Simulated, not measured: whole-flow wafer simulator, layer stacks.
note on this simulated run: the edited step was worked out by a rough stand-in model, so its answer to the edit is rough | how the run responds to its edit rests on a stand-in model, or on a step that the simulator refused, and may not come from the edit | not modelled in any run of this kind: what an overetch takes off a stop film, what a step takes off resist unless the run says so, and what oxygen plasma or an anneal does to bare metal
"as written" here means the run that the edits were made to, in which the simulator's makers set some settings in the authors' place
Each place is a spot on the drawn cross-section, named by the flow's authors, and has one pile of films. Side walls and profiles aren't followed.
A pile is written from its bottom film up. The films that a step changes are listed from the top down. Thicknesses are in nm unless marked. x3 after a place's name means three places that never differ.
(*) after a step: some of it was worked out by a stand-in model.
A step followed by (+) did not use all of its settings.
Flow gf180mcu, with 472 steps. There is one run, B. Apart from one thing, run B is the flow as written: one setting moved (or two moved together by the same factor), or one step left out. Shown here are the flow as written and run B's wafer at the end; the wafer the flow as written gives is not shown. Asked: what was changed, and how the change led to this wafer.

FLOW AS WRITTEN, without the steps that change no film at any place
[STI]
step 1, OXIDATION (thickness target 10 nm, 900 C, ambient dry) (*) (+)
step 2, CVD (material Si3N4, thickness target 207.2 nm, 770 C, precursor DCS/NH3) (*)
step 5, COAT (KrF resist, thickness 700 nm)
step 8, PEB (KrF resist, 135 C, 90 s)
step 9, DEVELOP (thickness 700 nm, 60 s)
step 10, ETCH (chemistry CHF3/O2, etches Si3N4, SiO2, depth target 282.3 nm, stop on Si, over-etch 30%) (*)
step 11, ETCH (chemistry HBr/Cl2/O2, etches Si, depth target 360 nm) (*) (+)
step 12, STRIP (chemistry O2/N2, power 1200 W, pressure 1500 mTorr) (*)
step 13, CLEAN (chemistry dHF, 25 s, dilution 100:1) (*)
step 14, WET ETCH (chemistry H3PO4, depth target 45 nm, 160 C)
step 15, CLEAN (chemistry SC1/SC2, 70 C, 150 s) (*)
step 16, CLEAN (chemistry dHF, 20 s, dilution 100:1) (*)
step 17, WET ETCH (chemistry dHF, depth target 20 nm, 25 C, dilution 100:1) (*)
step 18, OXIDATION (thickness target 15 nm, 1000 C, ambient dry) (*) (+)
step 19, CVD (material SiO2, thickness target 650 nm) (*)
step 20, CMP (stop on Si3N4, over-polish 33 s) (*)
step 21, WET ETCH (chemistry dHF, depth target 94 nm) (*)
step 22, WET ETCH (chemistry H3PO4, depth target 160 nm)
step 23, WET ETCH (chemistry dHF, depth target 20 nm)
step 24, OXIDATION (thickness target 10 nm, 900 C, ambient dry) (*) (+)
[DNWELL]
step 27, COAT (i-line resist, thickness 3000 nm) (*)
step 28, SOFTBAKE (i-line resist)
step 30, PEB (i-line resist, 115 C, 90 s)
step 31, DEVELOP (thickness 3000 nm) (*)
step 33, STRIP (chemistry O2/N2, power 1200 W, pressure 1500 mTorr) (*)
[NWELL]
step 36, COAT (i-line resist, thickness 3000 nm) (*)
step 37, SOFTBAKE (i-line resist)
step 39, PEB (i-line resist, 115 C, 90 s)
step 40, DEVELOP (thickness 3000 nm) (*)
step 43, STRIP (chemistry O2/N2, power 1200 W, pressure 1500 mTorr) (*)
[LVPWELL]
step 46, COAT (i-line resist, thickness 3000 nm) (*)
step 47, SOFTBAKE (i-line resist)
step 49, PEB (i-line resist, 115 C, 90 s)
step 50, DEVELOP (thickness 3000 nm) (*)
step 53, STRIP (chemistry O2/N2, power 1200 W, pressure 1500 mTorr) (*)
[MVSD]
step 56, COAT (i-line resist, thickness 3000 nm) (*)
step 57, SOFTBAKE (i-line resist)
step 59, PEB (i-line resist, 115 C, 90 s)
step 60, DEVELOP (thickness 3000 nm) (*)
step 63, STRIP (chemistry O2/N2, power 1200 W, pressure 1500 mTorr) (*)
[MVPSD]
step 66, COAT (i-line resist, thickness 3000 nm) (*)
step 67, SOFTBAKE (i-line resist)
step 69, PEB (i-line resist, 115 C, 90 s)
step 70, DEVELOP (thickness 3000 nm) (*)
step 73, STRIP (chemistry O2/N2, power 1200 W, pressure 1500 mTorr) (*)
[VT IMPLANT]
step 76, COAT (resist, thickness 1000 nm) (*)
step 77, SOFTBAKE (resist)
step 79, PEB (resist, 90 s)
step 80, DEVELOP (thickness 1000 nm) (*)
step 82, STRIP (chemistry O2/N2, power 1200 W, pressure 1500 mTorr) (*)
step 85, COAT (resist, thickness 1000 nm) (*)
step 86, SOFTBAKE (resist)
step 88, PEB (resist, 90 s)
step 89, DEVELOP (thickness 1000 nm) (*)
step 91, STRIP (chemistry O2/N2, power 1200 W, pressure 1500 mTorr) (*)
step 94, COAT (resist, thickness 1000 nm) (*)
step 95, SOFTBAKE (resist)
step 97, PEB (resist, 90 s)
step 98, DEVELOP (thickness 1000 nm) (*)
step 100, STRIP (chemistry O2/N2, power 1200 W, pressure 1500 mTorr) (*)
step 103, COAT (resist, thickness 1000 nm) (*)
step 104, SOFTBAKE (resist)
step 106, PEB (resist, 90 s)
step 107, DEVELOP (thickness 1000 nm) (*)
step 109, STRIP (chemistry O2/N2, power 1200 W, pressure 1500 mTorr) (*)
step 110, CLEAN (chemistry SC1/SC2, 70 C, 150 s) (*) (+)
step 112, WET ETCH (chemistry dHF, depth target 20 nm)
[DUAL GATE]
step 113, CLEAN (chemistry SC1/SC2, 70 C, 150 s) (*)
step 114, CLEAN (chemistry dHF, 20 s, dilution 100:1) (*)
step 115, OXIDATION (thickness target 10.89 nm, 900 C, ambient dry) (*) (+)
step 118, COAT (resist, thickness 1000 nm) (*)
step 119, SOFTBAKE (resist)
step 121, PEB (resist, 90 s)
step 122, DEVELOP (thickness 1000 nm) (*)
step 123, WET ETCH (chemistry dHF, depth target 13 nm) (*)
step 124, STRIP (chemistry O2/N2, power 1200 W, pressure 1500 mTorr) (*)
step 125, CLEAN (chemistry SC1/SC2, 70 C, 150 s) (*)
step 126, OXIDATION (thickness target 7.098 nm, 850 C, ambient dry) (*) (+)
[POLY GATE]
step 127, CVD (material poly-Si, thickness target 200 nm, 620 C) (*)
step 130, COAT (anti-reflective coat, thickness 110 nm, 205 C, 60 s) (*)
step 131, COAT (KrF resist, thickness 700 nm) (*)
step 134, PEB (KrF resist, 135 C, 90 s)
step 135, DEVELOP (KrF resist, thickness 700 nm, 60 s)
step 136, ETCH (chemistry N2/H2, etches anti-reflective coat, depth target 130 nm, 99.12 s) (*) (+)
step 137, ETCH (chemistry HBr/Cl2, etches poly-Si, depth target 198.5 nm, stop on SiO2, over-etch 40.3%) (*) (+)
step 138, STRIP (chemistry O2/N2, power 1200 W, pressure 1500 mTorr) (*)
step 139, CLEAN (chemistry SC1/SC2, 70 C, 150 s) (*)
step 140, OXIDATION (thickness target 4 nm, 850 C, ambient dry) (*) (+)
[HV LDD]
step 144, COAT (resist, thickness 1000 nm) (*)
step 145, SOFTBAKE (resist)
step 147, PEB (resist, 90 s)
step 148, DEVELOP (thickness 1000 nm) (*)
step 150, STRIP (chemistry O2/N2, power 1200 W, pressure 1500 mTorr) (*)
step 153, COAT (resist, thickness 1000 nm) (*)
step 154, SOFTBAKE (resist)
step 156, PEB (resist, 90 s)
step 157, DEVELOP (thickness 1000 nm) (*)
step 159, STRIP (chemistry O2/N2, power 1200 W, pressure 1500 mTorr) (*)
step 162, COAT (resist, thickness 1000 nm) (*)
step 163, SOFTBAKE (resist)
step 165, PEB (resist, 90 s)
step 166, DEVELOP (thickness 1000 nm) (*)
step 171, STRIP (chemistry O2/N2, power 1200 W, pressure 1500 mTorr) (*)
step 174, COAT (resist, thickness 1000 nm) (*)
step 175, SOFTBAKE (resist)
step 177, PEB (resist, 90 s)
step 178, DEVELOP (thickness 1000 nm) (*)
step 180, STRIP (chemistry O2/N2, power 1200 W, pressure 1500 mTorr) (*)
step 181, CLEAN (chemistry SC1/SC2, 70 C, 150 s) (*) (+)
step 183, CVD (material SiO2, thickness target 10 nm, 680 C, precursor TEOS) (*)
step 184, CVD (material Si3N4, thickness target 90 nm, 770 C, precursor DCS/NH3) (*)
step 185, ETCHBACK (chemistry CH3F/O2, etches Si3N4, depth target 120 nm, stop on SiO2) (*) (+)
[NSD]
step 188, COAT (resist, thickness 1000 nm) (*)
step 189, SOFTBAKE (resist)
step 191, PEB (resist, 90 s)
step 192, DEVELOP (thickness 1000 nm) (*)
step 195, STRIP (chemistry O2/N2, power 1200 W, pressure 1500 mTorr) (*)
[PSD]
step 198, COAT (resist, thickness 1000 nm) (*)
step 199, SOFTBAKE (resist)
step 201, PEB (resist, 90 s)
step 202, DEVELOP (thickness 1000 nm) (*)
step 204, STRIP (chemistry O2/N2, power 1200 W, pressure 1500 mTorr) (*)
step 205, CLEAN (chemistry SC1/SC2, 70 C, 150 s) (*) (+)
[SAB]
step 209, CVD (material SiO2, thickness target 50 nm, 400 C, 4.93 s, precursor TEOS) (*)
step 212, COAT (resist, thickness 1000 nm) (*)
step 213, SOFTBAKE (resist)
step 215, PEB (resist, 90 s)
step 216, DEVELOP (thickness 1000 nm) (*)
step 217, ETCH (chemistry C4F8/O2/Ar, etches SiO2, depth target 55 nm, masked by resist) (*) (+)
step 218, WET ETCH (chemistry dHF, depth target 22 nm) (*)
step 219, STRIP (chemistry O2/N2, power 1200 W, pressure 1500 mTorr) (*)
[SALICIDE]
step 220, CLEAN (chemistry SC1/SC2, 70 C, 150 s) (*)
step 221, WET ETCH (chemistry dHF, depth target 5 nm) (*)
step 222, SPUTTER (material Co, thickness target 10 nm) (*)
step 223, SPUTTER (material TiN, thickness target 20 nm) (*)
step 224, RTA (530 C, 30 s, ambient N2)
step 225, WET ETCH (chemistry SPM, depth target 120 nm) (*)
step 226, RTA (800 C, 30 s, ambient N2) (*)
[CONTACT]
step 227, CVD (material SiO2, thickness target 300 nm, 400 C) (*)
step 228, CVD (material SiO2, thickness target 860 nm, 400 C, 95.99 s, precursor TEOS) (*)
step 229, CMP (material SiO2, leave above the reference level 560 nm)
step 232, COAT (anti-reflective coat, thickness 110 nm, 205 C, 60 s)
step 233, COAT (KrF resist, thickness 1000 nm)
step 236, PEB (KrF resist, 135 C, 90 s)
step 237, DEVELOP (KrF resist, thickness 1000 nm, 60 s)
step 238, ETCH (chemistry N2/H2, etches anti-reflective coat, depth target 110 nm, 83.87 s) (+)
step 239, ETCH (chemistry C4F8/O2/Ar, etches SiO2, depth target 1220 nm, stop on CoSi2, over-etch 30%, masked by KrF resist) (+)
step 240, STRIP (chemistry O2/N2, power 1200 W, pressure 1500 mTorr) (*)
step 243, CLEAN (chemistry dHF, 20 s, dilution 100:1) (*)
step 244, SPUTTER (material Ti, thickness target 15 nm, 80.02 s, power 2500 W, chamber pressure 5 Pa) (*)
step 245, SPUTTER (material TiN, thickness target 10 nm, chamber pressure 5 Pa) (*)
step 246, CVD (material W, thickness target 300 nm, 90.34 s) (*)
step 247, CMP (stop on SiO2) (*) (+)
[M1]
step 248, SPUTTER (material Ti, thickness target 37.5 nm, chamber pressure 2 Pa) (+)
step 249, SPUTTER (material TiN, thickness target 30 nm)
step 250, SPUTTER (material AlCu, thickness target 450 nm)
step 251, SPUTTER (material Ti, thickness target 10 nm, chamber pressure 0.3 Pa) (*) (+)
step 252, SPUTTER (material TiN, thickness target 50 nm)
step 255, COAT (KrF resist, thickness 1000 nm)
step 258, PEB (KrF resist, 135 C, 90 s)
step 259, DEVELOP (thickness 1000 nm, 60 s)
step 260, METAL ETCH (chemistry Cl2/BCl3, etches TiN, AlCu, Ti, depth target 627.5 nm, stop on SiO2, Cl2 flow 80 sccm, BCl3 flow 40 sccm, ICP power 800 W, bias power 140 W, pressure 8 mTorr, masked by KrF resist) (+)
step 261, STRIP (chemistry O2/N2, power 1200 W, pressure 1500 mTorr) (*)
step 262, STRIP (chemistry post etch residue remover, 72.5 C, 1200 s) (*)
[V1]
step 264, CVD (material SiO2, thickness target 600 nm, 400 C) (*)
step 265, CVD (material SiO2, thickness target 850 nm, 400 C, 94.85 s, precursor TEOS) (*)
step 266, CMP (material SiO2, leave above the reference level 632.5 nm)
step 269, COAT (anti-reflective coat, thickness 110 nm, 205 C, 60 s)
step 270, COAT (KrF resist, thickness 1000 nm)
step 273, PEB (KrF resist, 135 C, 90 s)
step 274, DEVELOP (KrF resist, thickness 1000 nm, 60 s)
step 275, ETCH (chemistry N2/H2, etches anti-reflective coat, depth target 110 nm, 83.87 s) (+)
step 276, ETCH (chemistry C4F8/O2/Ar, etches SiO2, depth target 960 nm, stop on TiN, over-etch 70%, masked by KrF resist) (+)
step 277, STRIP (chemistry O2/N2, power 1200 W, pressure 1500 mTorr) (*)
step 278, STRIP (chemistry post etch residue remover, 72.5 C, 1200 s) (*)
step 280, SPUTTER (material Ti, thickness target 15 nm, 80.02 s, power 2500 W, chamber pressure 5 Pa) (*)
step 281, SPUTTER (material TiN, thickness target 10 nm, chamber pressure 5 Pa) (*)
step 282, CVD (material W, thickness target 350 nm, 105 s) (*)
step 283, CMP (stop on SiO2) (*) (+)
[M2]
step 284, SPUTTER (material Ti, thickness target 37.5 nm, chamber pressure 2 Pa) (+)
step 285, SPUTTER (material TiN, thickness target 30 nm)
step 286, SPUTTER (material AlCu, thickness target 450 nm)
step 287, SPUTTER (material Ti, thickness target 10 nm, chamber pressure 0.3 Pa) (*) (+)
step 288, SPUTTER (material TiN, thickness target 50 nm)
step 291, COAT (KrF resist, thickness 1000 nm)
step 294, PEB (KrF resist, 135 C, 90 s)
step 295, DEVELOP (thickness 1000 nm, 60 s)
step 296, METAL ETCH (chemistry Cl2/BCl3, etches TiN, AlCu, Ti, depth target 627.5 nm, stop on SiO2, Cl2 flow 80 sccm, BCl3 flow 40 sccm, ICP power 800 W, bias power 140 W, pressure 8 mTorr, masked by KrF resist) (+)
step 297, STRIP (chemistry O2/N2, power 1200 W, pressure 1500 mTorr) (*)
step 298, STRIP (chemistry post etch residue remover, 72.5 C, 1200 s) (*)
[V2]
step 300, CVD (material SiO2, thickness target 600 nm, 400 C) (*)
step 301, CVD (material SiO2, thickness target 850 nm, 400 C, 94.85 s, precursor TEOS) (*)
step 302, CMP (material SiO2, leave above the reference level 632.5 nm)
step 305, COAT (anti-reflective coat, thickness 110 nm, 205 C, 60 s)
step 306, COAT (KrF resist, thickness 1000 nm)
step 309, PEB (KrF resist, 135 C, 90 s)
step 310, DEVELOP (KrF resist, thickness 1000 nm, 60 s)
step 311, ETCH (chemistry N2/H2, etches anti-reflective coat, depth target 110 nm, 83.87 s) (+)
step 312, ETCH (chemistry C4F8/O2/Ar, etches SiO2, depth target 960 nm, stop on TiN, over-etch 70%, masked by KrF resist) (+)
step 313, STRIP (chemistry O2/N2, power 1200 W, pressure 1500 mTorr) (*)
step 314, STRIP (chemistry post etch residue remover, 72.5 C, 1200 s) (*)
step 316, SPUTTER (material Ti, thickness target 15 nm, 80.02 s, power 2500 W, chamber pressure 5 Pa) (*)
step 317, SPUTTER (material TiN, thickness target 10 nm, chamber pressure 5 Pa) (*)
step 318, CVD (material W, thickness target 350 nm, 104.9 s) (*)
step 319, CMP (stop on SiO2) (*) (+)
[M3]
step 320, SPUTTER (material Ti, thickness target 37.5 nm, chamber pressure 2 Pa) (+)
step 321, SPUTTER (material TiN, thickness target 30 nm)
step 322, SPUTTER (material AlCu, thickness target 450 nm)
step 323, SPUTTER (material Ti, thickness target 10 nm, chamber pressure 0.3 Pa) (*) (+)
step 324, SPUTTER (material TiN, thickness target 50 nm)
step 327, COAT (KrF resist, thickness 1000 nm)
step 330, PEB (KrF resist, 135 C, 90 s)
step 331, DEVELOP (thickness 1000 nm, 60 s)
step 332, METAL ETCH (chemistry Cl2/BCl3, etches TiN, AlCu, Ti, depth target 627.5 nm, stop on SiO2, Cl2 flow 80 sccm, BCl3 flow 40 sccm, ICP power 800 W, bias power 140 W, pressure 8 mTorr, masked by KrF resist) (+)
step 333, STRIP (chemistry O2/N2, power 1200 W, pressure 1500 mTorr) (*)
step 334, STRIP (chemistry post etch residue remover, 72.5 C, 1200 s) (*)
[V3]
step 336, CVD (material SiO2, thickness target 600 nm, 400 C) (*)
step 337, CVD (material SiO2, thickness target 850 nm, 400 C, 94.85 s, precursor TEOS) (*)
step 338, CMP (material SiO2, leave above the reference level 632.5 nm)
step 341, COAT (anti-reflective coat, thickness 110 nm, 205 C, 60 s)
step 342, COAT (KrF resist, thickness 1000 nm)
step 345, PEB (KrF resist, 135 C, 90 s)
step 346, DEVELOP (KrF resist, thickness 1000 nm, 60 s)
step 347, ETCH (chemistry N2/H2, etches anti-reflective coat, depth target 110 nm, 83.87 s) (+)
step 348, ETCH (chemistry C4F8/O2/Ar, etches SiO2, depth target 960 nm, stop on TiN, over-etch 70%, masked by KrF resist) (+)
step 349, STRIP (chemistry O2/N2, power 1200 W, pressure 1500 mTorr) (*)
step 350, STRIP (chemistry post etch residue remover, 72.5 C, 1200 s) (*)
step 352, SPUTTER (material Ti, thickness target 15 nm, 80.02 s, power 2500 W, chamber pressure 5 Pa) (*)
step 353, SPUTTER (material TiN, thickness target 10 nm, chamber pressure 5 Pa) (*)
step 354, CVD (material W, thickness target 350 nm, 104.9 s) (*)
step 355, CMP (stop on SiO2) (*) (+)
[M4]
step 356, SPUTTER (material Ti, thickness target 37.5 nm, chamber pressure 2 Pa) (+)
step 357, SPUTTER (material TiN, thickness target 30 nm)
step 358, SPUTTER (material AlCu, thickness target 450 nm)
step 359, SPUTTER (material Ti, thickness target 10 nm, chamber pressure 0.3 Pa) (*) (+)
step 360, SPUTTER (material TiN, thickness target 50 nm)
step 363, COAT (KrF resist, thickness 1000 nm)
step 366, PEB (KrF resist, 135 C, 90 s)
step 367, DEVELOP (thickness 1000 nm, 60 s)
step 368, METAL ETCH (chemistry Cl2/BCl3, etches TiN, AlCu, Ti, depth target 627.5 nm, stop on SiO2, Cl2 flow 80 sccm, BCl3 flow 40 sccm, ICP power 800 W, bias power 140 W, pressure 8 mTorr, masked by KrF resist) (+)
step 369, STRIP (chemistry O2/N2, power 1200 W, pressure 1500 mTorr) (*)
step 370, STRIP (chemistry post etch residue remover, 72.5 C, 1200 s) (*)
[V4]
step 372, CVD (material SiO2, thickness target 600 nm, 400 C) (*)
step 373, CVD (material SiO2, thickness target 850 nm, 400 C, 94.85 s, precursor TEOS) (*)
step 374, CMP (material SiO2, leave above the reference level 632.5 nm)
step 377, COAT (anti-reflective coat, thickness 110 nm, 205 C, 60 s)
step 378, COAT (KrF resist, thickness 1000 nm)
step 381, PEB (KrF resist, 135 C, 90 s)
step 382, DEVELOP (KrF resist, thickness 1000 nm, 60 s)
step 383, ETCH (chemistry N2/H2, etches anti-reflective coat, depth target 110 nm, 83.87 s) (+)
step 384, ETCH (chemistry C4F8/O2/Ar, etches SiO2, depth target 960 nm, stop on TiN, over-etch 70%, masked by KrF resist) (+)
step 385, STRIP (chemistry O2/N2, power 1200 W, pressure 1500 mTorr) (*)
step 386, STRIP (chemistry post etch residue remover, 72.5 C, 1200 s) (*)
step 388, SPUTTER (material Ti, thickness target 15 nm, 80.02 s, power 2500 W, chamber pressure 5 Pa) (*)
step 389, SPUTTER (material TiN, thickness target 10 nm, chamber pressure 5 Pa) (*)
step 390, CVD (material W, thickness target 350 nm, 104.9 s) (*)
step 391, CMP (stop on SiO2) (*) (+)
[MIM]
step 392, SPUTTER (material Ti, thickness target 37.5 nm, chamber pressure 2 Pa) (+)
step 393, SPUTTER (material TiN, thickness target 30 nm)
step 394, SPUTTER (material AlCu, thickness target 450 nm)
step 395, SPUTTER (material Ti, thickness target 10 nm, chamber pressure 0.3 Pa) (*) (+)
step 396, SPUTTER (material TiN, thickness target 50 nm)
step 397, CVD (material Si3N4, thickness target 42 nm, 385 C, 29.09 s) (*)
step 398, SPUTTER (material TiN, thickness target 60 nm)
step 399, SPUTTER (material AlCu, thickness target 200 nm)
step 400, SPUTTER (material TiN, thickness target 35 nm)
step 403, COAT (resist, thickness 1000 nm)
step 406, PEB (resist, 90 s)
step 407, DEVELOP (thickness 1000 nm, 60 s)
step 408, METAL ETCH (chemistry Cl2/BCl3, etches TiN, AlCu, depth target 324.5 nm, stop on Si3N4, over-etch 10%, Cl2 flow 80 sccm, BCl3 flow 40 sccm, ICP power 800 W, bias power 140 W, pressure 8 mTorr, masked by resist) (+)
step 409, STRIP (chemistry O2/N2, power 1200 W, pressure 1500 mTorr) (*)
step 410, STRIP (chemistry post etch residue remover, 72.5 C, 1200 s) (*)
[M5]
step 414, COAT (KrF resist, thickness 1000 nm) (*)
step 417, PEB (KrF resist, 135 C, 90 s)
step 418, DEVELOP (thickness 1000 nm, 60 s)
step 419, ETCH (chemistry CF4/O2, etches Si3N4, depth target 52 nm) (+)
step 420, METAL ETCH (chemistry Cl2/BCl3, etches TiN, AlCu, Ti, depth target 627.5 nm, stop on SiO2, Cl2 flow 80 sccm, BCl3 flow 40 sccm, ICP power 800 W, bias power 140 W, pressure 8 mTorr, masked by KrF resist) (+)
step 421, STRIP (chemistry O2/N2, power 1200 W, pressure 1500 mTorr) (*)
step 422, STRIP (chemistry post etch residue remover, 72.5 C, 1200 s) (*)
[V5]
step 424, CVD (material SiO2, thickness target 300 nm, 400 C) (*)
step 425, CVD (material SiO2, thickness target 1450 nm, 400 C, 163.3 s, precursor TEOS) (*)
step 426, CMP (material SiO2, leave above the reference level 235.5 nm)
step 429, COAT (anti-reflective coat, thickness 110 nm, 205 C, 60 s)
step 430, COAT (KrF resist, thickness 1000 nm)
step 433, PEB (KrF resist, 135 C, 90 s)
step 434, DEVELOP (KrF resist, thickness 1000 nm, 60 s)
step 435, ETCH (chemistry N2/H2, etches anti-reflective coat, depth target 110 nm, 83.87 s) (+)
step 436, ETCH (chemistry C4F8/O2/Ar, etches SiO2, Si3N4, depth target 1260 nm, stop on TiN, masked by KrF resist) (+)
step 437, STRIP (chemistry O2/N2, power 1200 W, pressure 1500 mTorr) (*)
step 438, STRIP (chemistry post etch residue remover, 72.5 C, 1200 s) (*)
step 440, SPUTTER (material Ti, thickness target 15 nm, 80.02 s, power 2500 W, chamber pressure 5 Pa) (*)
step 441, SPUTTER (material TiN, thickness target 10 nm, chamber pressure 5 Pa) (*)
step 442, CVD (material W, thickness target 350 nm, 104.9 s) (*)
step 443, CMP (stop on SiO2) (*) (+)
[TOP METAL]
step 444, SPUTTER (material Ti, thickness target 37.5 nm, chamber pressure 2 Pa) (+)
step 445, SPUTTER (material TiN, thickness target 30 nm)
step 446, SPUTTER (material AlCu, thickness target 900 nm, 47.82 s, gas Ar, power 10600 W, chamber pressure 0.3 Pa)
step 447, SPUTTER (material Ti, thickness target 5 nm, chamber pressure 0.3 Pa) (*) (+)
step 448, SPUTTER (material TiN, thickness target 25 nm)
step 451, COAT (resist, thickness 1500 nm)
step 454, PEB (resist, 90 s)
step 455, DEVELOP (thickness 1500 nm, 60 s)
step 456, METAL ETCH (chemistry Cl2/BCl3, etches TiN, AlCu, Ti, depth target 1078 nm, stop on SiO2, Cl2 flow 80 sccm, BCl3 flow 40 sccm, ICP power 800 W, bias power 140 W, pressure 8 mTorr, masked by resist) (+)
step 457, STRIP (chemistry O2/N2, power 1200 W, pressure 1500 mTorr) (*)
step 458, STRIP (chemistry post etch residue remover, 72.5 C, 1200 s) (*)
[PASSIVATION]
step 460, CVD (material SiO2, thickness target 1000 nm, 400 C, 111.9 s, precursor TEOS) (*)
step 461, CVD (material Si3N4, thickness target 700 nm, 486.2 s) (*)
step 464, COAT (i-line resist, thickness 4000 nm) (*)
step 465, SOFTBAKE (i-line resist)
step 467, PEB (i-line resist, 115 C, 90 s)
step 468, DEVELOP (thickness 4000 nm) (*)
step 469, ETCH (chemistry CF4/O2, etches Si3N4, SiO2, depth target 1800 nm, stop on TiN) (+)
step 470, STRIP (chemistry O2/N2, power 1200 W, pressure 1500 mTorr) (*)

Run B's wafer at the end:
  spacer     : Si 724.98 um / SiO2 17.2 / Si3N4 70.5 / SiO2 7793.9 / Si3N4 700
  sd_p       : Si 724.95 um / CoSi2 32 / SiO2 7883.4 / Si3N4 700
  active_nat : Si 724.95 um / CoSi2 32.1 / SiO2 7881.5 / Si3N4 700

The reason: step 184, CVD: thickness target 74.7 nm was run, whereas the flow has thickness target 90 nm.

Step by step, how the change led to this:
  step 184, CVD (material Si3N4, thickness target 90 nm, 770 C, precursor DCS/NH3) (*)
      field, field__w1, field__w2 and 101 more: Si3N4 gains 74.7 (new film) (as written it would have been: Si3N4 gains 90 (new film))
  step 185, ETCHBACK (chemistry CH3F/O2, etches Si3N4, depth target 120 nm, stop on SiO2) (*) (+)
      field, field__w1, field__w2 and 55 more: Si3N4 loses 74.7 (all of it), SiO2 loses 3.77 (as written it would have been: Si3N4 loses 90 (all of it), SiO2 loses 2.5)
      active, n_well, gate and 42 more: Si3N4 loses 74.7 (all of it), SiO2 loses 3.78 (as written it would have been: Si3N4 loses 90 (all of it), SiO2 loses 2.5)
  step 189, SOFTBAKE (resist)
      field: nothing (as written it would have been: resist gains 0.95)
  step 199, SOFTBAKE (resist)
      field: nothing (as written it would have been: resist gains 0.95)
  step 218, WET ETCH (chemistry dHF, depth target 22 nm) (*)
      gate, gate_hv, gate_p and 23 more: SiO2 loses 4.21 (all of it) (as written it would have been: SiO2 loses 5.48 (all of it))
      active, p_well, sd_n, iso_ptap_pw, iso_ntap_nw, iso_ptap_sub, vpnp_e: SiO2 loses 7.73 (all of it) (as written it would have been: SiO2 loses 9.01 (all of it))
      (and at 16 other places as well)
  step 223, SPUTTER (material TiN, thickness target 20 nm) (*)
      field__w2: TiN gains 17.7 (new film) (as written it would have been: TiN gains 17 (new film))
      field__w3: TiN gains 16.6 (new film) (as written it would have been: TiN gains 15.7 (new film))
      (and at 2 other places as well)
  step 224, RTA (530 C, 30 s, ambient N2)
      ld_drn_p: under 1 film: CoSi gains 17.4 (new film), Co loses 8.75 (all of it), Si loses 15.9 (as written it would have been: under 1 film: CoSi gains 16.7 (new film), Co loses 8.4 (all of it), Si loses 15.2)
  step 225, WET ETCH (chemistry SPM, depth target 120 nm) (*)
      field__w2: TiN loses 17.7 (all of it), Co loses 8.98 (all of it) (as written it would have been: TiN loses 17 (all of it), Co loses 8.65 (all of it))
      field__w3: TiN loses 16.6 (all of it), Co loses 8.48 (all of it) (as written it would have been: TiN loses 15.7 (all of it), Co loses 8.06 (all of it))
      (and at 2 other places as well)
  step 226, RTA (800 C, 30 s, ambient N2) (*)
      ld_sd_n: CoSi2 gains 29 (new film), CoSi loses 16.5 (all of it), Si loses 15 (as written it would have been: CoSi2 gains 28.3 (new film), CoSi loses 16.1 (all of it), Si loses 14.7)
      ld_drn_n: CoSi2 gains 32.2 (new film), CoSi loses 18.3 (all of it), Si loses 16.7 (as written it would have been: CoSi2 gains 31.5 (new film), CoSi loses 17.9 (all of it), Si loses 16.4)
      (and at 1 other place as well)
  step 229, CMP (material SiO2, leave above the reference level 560 nm)
      spacer: SiO2 loses 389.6 (as written it would have been: SiO2 loses 404.9)
